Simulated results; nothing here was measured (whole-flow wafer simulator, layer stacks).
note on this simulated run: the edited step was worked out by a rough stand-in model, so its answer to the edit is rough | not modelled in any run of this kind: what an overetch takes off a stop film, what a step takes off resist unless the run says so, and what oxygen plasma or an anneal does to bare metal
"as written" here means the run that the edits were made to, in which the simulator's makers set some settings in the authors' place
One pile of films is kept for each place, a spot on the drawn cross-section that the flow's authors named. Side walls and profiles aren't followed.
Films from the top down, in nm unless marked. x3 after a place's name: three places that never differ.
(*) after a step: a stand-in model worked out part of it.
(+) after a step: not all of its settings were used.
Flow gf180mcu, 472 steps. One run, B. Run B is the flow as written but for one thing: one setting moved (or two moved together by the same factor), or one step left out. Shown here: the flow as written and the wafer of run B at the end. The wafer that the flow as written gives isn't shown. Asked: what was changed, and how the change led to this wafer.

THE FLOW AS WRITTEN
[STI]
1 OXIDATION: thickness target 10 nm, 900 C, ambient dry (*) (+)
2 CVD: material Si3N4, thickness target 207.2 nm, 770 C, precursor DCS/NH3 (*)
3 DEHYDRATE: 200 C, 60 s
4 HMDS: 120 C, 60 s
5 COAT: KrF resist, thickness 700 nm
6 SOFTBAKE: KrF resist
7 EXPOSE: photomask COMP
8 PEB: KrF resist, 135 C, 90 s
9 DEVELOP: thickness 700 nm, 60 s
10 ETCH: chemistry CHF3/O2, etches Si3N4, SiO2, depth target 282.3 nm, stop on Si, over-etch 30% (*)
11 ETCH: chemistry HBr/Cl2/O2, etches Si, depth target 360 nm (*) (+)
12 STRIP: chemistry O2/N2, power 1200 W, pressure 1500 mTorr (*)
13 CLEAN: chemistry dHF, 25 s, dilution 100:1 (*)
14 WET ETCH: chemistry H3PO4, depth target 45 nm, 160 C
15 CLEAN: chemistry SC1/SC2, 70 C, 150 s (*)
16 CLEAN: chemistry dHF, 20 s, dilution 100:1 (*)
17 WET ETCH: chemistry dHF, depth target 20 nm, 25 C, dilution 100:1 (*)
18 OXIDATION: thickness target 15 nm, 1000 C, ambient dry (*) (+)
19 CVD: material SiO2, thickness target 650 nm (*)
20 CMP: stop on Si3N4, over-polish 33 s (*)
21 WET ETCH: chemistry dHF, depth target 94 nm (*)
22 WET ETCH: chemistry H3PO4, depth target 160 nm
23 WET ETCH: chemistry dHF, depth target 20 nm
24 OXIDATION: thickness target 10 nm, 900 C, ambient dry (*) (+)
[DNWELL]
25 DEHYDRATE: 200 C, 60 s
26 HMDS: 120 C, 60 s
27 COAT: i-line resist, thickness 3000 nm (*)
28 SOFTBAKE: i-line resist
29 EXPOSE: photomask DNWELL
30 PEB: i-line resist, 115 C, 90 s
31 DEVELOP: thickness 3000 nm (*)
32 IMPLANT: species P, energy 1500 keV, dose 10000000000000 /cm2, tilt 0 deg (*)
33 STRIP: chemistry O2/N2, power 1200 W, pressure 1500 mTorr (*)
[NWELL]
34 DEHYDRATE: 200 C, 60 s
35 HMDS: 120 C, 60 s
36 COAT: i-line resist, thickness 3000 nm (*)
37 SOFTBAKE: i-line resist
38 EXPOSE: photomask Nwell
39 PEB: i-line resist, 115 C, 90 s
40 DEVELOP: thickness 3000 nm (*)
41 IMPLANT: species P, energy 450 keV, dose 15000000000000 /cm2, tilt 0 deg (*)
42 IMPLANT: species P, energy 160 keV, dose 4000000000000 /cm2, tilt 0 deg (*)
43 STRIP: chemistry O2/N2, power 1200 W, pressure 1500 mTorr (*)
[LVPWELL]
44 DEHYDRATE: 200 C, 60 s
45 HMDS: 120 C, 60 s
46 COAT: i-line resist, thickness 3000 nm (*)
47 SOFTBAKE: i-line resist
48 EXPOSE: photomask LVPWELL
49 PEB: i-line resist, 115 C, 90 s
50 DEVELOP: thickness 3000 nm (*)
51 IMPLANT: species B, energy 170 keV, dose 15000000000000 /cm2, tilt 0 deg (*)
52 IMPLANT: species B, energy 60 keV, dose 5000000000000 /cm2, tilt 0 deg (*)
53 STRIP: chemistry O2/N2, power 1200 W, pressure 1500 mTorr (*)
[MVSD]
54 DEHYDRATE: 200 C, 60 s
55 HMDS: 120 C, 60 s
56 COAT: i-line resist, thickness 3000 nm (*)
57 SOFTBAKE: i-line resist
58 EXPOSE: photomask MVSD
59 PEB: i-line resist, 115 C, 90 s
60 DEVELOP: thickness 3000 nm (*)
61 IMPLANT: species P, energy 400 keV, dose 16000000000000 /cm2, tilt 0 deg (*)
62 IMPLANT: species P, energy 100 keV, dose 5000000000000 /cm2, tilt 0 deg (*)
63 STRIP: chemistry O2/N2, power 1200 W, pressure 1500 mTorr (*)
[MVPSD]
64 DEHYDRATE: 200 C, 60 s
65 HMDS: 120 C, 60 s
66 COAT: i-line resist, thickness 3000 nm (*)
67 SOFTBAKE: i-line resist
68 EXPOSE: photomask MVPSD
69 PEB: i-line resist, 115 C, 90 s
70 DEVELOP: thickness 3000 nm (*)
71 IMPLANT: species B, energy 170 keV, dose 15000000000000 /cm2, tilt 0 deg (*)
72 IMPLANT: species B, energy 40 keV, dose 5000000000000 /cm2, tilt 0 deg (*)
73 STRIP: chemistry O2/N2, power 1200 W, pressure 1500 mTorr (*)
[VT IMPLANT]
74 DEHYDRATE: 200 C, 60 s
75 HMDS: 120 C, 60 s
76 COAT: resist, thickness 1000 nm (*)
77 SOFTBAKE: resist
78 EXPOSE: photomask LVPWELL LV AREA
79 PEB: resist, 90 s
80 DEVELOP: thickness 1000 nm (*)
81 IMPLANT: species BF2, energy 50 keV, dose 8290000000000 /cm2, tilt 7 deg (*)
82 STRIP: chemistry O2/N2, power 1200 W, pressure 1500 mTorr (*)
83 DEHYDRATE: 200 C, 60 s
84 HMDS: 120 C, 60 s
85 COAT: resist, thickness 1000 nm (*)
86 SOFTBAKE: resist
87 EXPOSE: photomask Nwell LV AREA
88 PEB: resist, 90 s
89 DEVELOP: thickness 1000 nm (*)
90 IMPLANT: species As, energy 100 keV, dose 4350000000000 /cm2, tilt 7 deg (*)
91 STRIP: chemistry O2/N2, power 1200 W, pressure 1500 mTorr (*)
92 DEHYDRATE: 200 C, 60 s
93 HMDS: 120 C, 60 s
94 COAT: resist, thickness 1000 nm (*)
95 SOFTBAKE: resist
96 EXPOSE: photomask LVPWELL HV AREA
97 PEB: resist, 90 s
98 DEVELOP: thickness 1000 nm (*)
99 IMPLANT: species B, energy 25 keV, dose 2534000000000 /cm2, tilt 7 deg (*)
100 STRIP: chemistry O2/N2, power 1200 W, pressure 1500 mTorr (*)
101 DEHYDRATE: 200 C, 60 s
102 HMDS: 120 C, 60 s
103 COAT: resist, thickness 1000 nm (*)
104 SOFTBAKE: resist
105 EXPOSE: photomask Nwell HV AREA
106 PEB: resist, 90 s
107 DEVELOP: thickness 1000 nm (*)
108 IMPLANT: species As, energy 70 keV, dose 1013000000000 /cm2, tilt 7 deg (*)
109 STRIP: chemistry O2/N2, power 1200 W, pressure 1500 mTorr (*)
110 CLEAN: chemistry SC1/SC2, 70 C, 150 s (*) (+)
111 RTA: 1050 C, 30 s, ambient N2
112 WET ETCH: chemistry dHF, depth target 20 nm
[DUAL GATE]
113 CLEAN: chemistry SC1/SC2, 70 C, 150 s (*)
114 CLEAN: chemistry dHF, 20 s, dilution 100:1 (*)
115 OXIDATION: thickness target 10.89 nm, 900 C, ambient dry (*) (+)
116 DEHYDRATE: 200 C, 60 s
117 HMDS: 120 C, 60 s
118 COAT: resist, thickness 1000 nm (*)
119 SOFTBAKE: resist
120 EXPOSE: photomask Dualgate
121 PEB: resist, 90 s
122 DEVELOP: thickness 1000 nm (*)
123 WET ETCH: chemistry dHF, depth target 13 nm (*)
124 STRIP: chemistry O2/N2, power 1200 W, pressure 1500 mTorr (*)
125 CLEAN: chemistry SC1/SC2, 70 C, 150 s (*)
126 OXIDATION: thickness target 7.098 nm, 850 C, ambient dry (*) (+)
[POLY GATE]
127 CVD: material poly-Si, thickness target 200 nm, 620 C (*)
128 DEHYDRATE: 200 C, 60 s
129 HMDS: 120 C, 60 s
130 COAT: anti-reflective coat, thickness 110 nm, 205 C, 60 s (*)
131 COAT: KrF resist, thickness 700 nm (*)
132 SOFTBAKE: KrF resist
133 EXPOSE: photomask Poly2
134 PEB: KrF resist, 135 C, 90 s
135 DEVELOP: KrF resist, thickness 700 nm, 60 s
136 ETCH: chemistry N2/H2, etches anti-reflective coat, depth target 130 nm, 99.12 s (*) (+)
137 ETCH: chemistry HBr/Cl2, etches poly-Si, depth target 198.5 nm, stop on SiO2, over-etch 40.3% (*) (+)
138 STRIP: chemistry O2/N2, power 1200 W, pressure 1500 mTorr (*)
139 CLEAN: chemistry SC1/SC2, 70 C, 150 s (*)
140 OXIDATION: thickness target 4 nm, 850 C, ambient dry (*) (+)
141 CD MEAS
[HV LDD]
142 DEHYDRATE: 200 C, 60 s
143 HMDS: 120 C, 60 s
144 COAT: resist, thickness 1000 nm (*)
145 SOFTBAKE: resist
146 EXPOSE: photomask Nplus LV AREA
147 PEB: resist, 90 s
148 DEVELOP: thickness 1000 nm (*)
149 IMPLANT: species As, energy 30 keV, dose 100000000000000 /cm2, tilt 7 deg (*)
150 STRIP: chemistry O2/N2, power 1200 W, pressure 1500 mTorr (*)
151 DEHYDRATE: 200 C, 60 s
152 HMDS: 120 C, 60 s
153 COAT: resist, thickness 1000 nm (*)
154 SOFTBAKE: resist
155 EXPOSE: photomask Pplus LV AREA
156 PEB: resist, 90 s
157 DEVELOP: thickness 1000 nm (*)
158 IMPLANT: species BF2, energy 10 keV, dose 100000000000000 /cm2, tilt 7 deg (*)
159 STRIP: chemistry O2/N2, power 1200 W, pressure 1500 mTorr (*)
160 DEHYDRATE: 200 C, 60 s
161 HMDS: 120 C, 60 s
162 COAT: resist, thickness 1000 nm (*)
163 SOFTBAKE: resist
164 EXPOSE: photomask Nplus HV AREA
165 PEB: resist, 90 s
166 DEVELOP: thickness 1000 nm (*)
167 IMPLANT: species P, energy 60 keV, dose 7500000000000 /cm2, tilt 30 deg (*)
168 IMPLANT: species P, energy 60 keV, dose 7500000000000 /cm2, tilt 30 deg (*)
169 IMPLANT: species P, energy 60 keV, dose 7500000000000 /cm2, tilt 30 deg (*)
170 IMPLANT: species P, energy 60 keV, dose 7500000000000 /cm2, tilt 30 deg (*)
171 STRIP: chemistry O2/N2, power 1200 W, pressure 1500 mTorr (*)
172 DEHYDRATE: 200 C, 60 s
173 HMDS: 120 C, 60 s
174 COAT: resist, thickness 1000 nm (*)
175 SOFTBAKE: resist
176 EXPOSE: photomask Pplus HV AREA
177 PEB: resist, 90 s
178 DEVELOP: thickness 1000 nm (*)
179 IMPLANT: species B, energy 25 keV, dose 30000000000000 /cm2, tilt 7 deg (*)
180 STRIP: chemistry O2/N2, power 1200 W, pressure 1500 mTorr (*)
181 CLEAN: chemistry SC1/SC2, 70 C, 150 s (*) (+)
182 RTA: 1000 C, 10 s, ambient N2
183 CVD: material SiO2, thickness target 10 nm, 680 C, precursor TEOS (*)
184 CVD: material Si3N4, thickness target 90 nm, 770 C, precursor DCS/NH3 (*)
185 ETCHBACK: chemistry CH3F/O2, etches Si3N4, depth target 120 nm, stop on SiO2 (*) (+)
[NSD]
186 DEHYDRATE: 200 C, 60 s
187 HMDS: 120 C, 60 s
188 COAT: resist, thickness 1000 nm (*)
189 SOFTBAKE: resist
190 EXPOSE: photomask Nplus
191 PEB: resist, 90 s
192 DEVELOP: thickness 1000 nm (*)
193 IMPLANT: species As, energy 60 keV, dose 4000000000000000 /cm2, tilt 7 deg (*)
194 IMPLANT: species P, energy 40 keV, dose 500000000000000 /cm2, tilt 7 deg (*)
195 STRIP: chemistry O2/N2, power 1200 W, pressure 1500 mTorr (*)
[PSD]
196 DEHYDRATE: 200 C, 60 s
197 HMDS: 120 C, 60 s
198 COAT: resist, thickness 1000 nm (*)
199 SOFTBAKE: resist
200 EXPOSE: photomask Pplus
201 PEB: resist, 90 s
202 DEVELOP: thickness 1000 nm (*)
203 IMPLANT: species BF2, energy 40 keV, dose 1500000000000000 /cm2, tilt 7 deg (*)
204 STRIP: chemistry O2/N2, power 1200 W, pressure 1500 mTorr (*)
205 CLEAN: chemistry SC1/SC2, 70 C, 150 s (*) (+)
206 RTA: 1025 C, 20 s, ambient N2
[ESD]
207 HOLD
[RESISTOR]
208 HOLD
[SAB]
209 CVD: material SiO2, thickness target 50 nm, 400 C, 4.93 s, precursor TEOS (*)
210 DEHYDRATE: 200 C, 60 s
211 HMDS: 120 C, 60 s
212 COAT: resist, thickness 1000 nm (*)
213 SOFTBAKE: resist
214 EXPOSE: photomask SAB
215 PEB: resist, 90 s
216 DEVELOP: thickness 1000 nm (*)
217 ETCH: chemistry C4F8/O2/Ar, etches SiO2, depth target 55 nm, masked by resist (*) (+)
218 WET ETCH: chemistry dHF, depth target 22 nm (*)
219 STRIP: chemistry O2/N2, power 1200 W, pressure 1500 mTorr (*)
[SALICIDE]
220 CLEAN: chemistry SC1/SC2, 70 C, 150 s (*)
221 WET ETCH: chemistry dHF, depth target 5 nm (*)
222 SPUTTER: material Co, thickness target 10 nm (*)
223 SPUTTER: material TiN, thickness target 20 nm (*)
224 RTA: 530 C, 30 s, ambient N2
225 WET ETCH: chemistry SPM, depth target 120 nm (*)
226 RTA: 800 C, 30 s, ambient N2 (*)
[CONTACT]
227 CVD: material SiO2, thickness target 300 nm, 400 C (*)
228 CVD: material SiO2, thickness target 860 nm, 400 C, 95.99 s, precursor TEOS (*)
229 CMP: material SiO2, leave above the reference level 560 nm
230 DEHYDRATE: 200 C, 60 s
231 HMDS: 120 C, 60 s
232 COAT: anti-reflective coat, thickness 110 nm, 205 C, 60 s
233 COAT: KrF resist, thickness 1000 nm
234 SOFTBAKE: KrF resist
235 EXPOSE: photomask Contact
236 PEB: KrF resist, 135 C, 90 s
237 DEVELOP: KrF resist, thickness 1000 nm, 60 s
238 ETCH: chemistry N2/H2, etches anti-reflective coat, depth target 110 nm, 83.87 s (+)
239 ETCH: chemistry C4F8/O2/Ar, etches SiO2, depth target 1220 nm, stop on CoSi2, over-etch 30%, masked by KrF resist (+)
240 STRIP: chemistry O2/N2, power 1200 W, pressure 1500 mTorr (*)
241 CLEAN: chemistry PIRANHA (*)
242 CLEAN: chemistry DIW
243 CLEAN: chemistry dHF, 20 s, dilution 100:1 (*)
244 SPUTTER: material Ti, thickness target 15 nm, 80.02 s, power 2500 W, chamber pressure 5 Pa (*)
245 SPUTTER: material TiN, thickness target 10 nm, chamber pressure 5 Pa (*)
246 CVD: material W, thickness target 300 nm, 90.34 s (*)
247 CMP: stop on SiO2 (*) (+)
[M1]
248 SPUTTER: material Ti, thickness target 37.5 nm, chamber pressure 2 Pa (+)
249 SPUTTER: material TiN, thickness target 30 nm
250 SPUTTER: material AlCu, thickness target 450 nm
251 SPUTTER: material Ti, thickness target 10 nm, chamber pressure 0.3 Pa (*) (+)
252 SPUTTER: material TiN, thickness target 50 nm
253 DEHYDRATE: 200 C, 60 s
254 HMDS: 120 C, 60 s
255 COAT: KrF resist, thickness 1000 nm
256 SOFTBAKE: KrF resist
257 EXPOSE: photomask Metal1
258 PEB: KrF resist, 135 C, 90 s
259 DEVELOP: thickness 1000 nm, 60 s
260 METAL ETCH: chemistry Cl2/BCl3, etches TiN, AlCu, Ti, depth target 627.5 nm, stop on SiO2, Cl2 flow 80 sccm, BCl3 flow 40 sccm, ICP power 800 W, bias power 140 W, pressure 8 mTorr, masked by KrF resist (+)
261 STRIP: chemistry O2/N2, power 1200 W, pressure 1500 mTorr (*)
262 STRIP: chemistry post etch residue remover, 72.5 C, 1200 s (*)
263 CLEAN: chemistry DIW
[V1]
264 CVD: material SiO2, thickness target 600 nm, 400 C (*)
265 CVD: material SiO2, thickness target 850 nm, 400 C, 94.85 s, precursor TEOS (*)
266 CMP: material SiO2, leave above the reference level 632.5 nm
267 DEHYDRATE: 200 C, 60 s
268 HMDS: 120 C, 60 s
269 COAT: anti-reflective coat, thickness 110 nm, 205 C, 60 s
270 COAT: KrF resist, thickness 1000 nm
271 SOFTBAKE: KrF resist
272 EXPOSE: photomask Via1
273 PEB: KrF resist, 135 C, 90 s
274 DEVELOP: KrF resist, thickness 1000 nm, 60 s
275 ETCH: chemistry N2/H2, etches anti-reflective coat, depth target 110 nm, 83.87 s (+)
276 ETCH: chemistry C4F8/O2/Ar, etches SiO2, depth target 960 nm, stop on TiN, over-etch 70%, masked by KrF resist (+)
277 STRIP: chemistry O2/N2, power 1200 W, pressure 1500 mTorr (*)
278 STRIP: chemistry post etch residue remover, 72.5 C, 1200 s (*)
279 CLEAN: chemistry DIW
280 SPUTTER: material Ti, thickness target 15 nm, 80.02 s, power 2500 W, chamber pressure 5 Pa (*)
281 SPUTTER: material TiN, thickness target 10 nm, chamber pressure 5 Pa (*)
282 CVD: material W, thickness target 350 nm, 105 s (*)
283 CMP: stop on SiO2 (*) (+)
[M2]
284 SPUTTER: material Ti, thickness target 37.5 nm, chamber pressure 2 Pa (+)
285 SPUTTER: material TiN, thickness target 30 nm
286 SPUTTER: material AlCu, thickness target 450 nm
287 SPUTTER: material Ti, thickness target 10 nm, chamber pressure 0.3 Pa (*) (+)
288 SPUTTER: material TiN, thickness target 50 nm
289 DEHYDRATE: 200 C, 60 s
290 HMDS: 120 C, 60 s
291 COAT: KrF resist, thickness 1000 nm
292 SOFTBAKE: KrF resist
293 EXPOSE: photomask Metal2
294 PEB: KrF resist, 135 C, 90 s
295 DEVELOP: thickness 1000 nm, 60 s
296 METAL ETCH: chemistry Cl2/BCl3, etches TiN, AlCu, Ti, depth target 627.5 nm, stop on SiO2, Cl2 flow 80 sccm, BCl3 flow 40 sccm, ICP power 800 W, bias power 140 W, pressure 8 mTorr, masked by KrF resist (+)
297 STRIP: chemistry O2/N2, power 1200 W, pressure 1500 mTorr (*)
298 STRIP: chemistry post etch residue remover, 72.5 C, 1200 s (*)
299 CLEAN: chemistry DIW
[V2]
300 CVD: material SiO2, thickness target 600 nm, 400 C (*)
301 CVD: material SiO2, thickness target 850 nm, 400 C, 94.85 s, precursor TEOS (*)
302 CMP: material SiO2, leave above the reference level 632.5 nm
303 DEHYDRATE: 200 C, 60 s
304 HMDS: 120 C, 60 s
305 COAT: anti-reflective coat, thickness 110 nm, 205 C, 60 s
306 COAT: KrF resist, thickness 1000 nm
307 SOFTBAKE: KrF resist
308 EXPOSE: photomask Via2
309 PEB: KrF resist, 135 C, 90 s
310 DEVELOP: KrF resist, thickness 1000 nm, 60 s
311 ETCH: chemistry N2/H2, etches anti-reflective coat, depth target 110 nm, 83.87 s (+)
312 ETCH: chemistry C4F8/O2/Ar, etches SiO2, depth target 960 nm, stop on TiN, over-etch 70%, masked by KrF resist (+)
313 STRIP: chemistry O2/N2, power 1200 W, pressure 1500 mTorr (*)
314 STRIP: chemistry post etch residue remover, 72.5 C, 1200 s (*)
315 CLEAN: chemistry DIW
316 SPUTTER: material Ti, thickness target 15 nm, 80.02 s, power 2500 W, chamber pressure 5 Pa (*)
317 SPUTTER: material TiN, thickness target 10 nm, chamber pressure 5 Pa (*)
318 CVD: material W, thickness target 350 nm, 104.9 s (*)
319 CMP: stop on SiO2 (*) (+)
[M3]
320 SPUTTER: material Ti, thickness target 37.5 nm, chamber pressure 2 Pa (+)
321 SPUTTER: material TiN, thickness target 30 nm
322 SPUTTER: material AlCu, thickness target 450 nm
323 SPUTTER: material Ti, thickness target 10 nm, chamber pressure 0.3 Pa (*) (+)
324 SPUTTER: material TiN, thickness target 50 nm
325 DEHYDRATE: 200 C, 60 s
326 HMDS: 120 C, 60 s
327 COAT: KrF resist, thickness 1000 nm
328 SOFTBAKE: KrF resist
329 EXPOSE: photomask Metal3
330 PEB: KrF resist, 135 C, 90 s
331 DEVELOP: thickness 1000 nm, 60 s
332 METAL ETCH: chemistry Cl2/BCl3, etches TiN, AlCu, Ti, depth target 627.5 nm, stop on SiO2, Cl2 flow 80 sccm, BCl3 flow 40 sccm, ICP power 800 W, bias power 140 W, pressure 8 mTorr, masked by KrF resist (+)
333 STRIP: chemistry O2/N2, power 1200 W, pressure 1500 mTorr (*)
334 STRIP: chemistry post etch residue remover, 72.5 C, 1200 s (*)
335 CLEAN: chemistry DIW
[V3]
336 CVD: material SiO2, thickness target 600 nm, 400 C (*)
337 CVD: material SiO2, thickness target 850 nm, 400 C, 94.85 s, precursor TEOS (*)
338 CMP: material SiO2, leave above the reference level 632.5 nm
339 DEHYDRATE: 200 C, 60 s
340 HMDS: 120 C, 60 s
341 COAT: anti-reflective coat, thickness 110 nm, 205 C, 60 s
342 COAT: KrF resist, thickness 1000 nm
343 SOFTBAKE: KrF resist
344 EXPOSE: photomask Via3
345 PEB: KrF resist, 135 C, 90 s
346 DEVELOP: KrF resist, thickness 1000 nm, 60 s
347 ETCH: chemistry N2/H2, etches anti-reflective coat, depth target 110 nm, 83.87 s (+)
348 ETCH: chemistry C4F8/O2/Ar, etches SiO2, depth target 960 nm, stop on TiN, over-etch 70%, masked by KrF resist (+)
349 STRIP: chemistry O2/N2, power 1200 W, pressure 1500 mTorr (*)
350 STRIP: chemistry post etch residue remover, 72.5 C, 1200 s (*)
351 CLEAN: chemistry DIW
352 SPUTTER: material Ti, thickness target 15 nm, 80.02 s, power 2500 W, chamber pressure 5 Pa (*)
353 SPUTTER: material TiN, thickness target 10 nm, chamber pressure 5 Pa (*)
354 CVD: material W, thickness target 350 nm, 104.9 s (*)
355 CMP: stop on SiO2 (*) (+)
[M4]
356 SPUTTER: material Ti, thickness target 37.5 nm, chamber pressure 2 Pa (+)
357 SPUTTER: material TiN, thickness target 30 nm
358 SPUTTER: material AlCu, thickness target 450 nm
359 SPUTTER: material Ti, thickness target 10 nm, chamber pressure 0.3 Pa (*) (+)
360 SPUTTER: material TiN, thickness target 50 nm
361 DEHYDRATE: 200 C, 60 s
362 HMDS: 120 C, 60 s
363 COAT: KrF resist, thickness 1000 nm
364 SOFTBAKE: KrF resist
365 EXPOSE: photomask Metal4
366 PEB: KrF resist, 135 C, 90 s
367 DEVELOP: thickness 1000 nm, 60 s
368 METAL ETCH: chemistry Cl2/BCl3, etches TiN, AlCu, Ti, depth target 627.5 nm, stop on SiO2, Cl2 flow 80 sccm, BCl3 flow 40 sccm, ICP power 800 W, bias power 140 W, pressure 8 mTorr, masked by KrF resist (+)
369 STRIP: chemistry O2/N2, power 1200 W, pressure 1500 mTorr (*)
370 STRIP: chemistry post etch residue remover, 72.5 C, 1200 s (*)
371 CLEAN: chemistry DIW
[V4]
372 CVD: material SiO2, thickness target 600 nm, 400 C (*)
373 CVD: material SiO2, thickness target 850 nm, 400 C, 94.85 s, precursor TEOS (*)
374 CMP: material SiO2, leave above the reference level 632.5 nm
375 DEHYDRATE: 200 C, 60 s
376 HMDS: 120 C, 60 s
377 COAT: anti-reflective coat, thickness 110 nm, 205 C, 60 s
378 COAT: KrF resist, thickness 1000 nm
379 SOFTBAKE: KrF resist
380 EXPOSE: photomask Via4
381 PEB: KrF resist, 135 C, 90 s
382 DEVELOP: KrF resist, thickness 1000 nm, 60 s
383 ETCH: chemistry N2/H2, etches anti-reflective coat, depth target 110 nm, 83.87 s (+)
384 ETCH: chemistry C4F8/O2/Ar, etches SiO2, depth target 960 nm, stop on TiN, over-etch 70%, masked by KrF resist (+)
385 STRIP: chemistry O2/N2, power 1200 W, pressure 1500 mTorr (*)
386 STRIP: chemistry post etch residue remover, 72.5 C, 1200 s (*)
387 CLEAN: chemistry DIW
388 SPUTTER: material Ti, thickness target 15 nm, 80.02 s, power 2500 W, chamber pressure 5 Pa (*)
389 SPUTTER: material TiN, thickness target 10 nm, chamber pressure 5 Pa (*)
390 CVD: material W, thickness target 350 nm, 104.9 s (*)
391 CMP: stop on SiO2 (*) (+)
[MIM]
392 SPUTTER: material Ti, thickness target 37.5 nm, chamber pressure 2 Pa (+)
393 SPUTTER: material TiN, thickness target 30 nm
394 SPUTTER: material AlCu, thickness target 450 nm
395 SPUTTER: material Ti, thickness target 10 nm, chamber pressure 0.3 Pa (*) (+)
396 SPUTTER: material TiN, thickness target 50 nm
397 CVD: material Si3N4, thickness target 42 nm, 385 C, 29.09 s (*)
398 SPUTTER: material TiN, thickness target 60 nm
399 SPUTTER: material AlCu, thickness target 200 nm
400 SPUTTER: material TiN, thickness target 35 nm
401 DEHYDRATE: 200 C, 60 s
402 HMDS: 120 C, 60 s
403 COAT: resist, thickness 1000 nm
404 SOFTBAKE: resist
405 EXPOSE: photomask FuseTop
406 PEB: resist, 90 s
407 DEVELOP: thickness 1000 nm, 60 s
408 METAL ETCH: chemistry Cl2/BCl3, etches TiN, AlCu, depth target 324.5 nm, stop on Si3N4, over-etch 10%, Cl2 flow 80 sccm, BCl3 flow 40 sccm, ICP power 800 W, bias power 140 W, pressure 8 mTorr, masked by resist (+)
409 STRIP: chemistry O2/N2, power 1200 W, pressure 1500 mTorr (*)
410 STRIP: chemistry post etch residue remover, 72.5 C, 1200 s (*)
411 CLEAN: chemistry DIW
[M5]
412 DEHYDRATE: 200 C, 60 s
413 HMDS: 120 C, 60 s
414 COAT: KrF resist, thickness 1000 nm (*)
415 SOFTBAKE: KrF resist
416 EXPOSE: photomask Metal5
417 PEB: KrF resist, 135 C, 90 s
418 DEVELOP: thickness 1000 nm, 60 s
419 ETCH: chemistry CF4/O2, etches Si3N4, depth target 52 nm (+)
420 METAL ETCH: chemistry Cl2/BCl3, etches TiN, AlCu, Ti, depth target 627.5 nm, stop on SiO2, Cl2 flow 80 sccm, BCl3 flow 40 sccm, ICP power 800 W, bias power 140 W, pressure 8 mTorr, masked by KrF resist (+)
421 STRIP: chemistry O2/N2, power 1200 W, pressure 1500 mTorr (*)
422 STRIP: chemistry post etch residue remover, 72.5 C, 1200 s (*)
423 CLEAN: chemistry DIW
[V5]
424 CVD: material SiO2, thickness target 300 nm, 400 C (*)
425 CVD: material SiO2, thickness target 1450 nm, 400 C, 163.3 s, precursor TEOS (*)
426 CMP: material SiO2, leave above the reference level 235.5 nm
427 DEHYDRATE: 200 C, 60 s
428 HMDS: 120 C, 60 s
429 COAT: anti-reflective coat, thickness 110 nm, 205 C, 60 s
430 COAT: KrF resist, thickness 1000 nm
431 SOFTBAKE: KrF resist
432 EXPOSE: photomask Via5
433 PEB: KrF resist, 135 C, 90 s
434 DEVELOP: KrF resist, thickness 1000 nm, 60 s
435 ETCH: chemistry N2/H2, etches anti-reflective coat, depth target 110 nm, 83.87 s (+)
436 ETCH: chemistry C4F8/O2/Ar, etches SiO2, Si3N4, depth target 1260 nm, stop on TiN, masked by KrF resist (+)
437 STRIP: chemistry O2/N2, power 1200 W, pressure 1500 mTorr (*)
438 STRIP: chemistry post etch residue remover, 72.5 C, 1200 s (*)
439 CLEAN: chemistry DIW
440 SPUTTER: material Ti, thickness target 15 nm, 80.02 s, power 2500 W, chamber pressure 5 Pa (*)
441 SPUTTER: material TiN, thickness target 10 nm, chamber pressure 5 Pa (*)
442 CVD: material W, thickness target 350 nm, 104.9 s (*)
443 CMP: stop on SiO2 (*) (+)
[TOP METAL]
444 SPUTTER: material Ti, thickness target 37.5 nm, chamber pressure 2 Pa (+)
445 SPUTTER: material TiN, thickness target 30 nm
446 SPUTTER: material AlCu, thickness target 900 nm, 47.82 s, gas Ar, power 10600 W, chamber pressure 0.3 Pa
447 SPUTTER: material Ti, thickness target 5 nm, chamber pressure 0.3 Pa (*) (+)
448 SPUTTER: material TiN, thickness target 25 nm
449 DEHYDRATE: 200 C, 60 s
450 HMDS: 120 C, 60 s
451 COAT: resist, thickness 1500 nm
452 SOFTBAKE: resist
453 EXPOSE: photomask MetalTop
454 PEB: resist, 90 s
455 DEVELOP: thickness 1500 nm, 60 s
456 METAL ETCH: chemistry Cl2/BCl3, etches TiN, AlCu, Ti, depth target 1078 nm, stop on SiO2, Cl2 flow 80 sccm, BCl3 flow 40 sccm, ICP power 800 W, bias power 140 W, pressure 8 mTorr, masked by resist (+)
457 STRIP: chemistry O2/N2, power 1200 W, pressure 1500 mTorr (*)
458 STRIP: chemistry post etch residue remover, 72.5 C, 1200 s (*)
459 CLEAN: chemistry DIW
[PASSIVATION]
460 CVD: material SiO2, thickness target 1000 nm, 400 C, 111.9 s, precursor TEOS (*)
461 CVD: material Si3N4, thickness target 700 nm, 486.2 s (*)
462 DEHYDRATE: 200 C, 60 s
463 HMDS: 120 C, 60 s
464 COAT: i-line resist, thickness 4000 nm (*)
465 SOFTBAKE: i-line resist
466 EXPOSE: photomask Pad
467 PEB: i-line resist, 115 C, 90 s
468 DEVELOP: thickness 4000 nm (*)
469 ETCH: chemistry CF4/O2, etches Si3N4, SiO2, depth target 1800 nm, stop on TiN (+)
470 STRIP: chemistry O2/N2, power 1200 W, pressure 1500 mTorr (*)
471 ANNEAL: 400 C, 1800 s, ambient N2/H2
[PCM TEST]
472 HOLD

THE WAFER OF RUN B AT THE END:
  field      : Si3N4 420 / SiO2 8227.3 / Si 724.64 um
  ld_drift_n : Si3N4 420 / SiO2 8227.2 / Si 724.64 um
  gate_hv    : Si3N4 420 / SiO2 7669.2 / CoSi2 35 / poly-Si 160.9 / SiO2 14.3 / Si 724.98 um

The cause: step 461, CVD: thickness target 420 nm was run, where the flow has thickness target 700 nm.
It can be read off the wafer: field has Si3N4 420, and step 461 as written asks for 700 nm.

How the change led to this, step by step:
  461 CVD: material Si3N4, thickness target 700 nm, 486.2 s (*)
      field, field__w1, field__w2 and 109 more: Si3N4 +420 (new film) (as written it would be: Si3N4 +700 (new film))
  465 SOFTBAKE: i-line resist
      field__w11, nw_enc_fld_lv__w4: i-line resist +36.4 (as written it would be: i-line resist +37.9)
      field__w2: i-line resist +31.6 (as written it would be: i-line resist +32.6)
      (and at 52 more places)
  469 ETCH: chemistry CF4/O2, etches Si3N4, SiO2, depth target 1800 nm, stop on TiN (+)
      pad: Si3N4 -420 (all of it), SiO2 -1000 (all of it) (as written it would be: Si3N4 -700 (all of it), SiO2 -1000 (all of it))
